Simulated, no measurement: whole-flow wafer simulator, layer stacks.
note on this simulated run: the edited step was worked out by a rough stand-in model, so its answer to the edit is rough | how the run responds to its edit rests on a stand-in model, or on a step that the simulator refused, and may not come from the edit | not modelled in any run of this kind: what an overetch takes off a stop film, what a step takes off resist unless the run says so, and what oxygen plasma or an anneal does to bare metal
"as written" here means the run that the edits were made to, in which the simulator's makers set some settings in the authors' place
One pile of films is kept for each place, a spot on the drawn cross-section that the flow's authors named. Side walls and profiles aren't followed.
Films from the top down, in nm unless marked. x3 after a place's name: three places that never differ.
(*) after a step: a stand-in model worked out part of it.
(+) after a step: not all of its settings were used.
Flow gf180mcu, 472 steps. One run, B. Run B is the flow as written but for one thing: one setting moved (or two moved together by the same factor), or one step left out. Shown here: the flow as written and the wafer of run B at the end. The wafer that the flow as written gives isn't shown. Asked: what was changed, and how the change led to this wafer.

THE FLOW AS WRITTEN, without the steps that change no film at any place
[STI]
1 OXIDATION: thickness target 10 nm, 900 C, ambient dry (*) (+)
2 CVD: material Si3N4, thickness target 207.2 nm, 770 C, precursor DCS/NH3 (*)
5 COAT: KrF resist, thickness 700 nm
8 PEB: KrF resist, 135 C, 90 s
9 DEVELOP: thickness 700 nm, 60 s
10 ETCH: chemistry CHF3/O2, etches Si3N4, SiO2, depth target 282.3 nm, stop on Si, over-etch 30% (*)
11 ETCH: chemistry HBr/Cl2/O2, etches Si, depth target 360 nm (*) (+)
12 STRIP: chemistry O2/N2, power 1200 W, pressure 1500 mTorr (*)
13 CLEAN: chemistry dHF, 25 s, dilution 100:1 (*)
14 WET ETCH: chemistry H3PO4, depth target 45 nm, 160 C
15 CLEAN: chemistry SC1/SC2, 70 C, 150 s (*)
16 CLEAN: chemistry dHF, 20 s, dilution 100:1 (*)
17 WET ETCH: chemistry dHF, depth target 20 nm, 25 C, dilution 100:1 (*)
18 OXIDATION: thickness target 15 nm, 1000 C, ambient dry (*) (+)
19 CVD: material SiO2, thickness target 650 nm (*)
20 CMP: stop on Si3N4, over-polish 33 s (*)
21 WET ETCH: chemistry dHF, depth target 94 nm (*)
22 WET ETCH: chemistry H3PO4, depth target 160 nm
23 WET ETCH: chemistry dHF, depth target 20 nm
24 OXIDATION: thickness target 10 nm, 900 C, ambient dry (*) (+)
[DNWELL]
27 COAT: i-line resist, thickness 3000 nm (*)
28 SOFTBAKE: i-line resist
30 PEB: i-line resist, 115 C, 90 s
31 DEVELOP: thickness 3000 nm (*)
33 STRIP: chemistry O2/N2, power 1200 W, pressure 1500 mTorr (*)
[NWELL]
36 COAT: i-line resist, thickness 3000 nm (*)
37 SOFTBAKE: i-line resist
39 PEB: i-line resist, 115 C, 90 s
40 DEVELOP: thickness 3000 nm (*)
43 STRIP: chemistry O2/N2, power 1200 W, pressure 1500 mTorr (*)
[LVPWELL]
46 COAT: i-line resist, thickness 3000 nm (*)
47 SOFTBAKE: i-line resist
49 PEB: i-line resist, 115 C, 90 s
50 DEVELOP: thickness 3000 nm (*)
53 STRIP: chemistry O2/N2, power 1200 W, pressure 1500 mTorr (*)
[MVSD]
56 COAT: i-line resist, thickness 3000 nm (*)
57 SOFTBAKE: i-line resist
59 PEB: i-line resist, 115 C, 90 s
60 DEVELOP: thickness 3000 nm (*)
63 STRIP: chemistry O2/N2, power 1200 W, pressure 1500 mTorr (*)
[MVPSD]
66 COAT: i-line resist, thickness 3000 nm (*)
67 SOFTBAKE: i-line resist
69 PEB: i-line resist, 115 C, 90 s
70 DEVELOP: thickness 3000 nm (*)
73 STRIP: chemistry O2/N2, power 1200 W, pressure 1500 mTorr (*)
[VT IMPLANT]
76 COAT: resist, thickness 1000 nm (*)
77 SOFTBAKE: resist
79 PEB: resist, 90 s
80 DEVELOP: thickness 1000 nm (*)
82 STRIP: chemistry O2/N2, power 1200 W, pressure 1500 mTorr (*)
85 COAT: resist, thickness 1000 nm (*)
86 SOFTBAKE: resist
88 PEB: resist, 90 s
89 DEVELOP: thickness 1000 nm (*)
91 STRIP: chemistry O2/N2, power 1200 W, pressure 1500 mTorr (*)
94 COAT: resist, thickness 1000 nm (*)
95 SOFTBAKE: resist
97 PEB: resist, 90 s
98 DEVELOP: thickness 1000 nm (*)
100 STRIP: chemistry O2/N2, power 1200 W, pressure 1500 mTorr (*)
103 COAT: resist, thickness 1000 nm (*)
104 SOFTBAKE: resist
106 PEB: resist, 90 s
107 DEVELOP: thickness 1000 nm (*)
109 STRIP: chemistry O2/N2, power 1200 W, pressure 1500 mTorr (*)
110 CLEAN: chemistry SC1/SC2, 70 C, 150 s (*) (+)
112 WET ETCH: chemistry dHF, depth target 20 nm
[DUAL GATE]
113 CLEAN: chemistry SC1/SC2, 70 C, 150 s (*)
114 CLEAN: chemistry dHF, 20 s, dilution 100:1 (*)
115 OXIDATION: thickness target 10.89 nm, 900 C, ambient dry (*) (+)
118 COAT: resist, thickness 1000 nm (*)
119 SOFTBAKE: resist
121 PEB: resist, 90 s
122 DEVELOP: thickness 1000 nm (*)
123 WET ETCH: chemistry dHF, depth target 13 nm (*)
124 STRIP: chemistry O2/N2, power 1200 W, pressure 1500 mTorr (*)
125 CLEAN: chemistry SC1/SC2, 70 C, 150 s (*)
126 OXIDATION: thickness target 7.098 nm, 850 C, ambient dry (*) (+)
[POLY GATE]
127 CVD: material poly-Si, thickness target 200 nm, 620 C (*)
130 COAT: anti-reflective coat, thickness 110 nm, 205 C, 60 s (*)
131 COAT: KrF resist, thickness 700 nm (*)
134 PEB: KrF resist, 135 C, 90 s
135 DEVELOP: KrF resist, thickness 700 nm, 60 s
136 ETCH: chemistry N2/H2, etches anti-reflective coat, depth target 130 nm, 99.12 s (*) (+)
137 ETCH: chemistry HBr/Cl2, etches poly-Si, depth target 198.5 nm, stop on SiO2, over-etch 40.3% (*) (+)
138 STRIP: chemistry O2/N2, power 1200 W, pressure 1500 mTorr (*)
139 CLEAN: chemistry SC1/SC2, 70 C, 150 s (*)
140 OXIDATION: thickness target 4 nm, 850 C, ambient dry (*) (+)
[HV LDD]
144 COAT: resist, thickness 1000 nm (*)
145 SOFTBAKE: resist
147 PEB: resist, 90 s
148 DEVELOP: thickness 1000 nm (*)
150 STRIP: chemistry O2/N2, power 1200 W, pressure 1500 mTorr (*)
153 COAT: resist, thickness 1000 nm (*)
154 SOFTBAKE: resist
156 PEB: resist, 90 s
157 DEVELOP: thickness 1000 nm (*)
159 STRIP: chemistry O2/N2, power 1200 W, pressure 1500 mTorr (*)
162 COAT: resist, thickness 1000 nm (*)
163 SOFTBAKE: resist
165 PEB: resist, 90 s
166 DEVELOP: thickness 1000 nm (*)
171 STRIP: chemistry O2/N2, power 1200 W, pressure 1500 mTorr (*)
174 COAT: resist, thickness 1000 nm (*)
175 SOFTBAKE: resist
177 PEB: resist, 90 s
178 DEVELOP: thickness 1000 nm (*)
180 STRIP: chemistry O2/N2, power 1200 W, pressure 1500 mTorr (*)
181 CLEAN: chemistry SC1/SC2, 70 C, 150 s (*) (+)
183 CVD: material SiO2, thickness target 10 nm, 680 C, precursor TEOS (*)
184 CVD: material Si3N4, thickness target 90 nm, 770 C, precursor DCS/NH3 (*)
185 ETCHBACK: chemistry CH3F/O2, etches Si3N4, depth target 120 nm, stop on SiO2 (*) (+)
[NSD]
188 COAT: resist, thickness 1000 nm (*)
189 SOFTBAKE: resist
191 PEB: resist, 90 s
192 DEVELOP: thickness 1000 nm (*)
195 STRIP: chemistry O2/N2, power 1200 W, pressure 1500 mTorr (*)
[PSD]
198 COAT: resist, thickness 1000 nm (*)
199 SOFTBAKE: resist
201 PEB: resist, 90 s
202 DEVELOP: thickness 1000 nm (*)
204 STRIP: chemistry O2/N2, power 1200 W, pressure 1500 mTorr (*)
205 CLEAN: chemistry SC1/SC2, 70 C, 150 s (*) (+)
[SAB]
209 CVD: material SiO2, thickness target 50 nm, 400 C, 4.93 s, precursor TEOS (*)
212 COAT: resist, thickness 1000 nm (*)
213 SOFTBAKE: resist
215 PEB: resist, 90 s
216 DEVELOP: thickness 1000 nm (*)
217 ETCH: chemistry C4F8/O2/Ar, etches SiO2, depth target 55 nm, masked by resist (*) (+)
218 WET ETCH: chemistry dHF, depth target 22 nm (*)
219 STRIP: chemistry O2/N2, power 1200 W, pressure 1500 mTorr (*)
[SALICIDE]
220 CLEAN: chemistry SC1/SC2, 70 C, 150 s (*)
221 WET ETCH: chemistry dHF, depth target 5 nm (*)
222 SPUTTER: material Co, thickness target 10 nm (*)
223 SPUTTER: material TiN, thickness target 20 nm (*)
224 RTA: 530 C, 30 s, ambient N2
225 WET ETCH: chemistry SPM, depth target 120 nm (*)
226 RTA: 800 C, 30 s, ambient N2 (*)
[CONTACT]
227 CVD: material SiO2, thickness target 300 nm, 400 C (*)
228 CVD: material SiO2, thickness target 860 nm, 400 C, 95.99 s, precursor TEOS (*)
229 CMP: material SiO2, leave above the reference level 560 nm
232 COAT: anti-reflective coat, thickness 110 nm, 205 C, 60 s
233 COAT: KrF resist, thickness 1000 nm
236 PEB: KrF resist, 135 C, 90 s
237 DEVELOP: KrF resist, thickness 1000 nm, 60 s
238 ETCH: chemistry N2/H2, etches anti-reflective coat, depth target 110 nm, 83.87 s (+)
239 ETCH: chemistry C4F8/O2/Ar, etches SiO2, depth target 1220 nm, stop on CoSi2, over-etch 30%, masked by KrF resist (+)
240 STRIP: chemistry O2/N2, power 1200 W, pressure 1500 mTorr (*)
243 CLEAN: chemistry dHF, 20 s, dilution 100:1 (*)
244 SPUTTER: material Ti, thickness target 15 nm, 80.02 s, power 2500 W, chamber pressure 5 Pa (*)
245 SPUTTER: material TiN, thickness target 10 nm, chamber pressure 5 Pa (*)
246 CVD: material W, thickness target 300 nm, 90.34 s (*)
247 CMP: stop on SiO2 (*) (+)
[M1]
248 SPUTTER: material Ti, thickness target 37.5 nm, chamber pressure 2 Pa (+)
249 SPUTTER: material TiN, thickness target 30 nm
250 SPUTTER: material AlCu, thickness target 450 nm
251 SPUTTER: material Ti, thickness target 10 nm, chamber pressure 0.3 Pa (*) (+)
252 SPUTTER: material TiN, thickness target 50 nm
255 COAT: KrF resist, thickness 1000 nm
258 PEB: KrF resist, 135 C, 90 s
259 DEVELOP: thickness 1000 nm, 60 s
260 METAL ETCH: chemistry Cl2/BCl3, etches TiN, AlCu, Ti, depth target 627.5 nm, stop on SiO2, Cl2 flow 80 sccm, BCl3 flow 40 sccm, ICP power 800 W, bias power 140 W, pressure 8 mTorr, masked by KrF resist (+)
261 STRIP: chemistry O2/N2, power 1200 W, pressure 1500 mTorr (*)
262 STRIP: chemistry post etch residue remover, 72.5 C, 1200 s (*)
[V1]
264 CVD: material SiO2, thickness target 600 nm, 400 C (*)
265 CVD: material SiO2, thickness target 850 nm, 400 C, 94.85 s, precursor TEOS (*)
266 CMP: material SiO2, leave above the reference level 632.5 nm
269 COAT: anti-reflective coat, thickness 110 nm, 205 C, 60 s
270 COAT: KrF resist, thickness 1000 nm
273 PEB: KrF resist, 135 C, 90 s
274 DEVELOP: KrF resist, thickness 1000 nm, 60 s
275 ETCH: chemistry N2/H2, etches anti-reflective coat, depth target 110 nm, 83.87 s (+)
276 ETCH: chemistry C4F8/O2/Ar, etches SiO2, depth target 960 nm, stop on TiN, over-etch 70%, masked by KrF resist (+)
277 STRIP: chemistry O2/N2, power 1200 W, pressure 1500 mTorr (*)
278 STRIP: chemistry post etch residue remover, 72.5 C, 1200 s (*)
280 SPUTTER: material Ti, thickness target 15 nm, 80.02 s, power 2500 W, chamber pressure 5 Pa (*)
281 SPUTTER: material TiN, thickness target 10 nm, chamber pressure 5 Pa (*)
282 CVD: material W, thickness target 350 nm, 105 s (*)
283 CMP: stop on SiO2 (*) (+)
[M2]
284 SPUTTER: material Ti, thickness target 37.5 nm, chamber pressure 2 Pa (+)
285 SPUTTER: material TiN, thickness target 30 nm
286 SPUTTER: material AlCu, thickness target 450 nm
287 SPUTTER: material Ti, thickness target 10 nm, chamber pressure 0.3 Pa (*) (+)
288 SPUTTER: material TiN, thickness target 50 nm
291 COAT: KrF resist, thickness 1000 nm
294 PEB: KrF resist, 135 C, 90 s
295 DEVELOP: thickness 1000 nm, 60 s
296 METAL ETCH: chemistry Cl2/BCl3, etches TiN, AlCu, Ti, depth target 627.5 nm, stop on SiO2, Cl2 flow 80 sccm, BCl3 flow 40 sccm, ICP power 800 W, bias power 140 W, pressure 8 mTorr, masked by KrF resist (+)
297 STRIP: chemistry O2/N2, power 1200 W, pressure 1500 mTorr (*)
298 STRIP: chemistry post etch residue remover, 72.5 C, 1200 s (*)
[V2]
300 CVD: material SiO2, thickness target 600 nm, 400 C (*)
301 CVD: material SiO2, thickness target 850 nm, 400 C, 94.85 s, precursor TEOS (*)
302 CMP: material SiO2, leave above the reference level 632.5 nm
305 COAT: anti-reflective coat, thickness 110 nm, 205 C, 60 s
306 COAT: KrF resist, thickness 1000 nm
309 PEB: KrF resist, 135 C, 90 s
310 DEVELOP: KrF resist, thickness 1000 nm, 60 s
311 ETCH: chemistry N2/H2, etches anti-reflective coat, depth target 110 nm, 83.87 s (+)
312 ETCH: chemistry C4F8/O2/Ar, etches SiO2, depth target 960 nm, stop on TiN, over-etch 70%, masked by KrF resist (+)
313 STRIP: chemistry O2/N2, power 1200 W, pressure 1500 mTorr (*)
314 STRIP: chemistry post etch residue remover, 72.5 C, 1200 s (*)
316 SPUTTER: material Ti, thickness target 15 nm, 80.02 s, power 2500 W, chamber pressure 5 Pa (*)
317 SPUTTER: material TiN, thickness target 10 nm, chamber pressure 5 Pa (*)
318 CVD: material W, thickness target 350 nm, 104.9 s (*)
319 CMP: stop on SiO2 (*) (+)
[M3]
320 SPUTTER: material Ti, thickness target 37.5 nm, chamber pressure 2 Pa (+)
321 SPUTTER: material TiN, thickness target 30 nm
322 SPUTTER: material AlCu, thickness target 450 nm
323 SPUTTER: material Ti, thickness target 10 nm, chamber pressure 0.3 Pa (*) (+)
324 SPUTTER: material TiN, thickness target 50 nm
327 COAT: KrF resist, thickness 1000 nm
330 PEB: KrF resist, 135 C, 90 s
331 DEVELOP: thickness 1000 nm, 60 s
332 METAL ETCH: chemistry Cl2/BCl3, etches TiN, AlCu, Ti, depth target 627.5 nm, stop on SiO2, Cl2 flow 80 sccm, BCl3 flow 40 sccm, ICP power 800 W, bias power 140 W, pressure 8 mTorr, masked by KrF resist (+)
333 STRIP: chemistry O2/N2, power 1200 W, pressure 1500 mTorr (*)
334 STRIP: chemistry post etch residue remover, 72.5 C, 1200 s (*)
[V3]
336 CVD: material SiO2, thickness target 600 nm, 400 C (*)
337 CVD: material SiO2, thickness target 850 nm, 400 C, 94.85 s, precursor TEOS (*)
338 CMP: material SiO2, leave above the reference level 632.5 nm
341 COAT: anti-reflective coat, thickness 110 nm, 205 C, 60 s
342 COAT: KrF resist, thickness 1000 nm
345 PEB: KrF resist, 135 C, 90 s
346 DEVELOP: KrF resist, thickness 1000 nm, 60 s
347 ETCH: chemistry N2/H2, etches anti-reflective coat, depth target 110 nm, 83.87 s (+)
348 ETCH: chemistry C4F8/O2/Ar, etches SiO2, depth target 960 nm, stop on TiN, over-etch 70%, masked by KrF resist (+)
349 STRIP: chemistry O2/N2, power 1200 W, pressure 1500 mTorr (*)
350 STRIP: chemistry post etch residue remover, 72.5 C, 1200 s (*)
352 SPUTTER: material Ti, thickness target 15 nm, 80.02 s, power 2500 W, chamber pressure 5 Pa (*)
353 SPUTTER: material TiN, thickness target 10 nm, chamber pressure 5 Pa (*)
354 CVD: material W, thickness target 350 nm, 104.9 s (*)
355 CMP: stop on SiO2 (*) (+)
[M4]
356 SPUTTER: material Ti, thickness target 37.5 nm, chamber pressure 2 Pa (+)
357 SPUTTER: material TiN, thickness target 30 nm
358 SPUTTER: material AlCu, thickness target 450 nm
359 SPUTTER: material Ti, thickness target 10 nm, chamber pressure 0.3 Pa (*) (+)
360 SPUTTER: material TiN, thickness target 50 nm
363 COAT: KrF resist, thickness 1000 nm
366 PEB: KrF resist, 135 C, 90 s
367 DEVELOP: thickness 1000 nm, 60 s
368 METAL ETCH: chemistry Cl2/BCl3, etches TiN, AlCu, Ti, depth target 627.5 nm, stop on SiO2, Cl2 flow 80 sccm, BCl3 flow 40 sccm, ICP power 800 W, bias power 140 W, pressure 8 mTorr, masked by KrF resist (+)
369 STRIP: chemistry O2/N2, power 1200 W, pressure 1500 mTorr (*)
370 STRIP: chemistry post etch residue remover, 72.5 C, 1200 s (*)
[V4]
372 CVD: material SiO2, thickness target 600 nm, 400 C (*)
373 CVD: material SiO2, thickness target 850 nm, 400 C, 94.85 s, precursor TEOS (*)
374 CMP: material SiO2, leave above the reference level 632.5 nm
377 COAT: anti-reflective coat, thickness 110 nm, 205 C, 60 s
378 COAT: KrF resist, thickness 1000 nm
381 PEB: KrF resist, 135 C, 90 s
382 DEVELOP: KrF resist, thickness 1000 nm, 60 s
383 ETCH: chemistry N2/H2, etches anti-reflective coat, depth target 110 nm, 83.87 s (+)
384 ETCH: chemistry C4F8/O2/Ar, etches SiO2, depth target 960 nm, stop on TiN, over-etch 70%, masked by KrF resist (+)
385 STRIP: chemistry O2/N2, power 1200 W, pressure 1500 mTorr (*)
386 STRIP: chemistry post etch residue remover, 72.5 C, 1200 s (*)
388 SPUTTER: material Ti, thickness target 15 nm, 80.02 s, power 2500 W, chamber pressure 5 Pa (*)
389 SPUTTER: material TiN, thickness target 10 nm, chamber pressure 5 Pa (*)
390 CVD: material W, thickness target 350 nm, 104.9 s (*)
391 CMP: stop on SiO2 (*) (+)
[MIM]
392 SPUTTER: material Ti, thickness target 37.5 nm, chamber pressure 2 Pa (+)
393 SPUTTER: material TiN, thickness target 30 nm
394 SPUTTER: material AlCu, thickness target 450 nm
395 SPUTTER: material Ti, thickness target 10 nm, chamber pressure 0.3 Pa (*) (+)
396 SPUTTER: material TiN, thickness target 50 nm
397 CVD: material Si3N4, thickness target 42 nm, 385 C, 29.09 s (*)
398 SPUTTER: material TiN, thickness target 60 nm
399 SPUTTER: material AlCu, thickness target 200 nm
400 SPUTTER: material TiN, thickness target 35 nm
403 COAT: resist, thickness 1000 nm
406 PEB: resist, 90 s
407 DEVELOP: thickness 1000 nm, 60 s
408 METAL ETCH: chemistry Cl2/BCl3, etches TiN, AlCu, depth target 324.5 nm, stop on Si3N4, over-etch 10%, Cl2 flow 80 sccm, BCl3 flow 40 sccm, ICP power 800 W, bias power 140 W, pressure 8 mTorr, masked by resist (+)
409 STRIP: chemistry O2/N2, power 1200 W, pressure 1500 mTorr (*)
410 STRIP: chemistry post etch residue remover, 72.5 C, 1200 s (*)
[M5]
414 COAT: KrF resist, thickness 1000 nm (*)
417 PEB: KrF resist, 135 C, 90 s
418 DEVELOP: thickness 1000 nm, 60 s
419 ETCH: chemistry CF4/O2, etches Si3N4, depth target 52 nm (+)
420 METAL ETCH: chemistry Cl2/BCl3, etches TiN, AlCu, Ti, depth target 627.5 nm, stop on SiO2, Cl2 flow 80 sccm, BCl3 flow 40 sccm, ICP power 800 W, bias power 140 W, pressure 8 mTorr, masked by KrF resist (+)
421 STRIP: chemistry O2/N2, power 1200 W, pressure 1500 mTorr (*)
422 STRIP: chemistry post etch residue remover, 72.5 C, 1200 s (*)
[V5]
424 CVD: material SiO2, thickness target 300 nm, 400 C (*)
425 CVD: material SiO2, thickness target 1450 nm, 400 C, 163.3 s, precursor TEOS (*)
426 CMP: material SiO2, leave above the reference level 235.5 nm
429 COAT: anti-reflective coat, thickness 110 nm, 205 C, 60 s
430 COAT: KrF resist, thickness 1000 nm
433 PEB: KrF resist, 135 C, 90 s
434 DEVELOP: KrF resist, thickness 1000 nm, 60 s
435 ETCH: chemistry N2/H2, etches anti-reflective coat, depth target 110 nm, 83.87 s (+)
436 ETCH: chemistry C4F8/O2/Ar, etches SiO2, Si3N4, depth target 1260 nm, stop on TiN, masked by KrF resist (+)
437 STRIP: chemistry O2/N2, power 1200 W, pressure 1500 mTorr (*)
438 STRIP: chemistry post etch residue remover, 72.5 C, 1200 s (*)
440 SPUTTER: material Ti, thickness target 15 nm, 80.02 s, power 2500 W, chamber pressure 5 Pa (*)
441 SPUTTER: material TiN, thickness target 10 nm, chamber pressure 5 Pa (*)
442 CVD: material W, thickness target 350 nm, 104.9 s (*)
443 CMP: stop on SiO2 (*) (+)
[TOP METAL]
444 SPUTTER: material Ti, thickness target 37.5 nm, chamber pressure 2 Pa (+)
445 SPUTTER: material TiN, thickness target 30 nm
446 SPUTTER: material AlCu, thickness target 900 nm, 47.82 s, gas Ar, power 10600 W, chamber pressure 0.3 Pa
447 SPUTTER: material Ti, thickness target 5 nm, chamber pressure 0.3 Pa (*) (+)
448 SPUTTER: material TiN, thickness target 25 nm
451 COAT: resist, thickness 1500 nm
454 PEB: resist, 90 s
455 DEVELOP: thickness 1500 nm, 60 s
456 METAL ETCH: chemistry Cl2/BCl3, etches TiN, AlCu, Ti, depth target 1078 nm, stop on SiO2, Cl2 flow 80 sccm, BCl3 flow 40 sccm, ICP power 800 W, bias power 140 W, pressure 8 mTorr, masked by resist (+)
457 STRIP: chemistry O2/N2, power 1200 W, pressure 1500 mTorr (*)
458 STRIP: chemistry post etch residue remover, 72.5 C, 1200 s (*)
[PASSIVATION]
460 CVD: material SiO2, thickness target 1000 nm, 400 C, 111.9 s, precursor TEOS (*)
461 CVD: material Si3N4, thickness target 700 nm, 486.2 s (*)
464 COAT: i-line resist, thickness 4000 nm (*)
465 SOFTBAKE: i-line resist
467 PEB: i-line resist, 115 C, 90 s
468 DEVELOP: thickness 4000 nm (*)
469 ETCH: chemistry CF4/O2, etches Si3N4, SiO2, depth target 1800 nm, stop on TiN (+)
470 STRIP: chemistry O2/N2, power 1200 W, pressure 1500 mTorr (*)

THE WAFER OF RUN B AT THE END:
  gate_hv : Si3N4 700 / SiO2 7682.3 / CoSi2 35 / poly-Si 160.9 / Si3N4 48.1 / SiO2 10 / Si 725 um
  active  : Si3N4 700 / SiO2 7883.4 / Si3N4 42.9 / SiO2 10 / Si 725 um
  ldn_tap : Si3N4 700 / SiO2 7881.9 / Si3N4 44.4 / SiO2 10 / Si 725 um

The cause: step 2, CVD: thickness target 269.3 nm was run, where the flow has thickness target 207.2 nm.

How the change led to this, step by step:
  2 CVD: material Si3N4, thickness target 207.2 nm, 770 C, precursor DCS/NH3 (*)
      field, field_sub, active and 77 more: Si3N4 +269.3 (new film) (as written it would be: Si3N4 +207.2 (new film))
  10 ETCH: chemistry CHF3/O2, etches Si3N4, SiO2, depth target 282.3 nm, stop on Si, over-etch 30% (*)
      field, field_sub, sti and 34 more: Si3N4 -269.3 (all of it), SiO2 -10 (all of it), Si -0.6 (as written it would be: Si3N4 -207.2 (all of it), SiO2 -10 (all of it), Si -13)
  11 ETCH: chemistry HBr/Cl2/O2, etches Si, depth target 360 nm (*) (+)
      active, n_well, p_well and 40 more: KrF resist -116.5 (as written it would be: KrF resist -112.3)
      field, field_sub, sti and 34 more: Si -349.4 (as written it would be: Si -337)
  19 CVD: material SiO2, thickness target 650 nm (*)
      m1, ld_fp_n, ld_drift_n and 8 more: SiO2 +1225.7 (as written it would be: SiO2 +1163.5)
  20 CMP: stop on Si3N4, over-polish 33 s (*)
      sti, mim_1p0, pad and 11 more: SiO2 -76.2 (as written it would be: SiO2 -138.3)
      nw_enc_fld, nw_enc_fld_lv: SiO2 -80.2 (as written it would be: SiO2 -142.4)
      (and at 10 more places)
  22 WET ETCH: chemistry H3PO4, depth target 160 nm
      active, n_well, p_well and 40 more: Si3N4 -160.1 (as written it would be: Si3N4 -150.9 (all of it), SiO2 -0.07)
  23 WET ETCH: chemistry dHF, depth target 20 nm
      active, n_well, p_well and 40 more: Si3N4 -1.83 (as written it would be: SiO2 -9.93 (all of it))
  24 OXIDATION: thickness target 10 nm, 900 C, ambient dry (*) (+)
      active, n_well, p_well and 40 more: nothing (as written it would be: SiO2 +10 (new film), Si -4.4)
  28 SOFTBAKE: i-line resist
      ldp_dft, ldp_drn: i-line resist +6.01 (as written it would be: i-line resist +5.18)
      field: i-line resist +3.63 (as written it would be: i-line resist +3.04)
      (and at 28 more places)
  37 SOFTBAKE: i-line resist
      ldp_dft, ldp_drn: i-line resist +6.01 (as written it would be: i-line resist +5.18)
      field: i-line resist +3.63 (as written it would be: i-line resist +3.04)
      (and at 28 more places)
  47 SOFTBAKE: i-line resist
      ldp_dft, ldp_drn: i-line resist +6.01 (as written it would be: i-line resist +5.18)
      field: i-line resist +3.63 (as written it would be: i-line resist +3.04)
      (and at 28 more places)
  57 SOFTBAKE: i-line resist
      ldp_dft, ldp_drn: i-line resist +6.01 (as written it would be: i-line resist +5.18)
      field: i-line resist +3.63 (as written it would be: i-line resist +3.04)
      (and at 28 more places)
  67 SOFTBAKE: i-line resist
      ldp_dft, ldp_drn: i-line resist +6.01 (as written it would be: i-line resist +5.18)
      field: i-line resist +3.63 (as written it would be: i-line resist +3.04)
      (and at 28 more places)
  112 WET ETCH: chemistry dHF, depth target 20 nm
      active, n_well, p_well and 40 more: Si3N4 -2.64 (as written it would be: SiO2 -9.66 (all of it))
  113 CLEAN: chemistry SC1/SC2, 70 C, 150 s (*)
      active, n_well, p_well and 40 more: nothing (as written it would be: chemical SiO2 +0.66 (new film), Si -1.83)
  114 CLEAN: chemistry dHF, 20 s, dilution 100:1 (*)
      active, n_well, p_well and 40 more: Si3N4 -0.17 (as written it would be: chemical SiO2 -0.66 (all of it))
  ... 26 more steps ...
  246 CVD: material W, thickness target 300 nm, 90.34 s (*)
      contact: W +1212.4 (new film) (as written it would be: W +1167.5 (new film))
Counting metal films that touch as one body, active has 0 bodies; the flow as written gives 1 body.
Counting metal films that touch as one body, ldn_tap has 0 bodies; the flow as written gives 1 body.
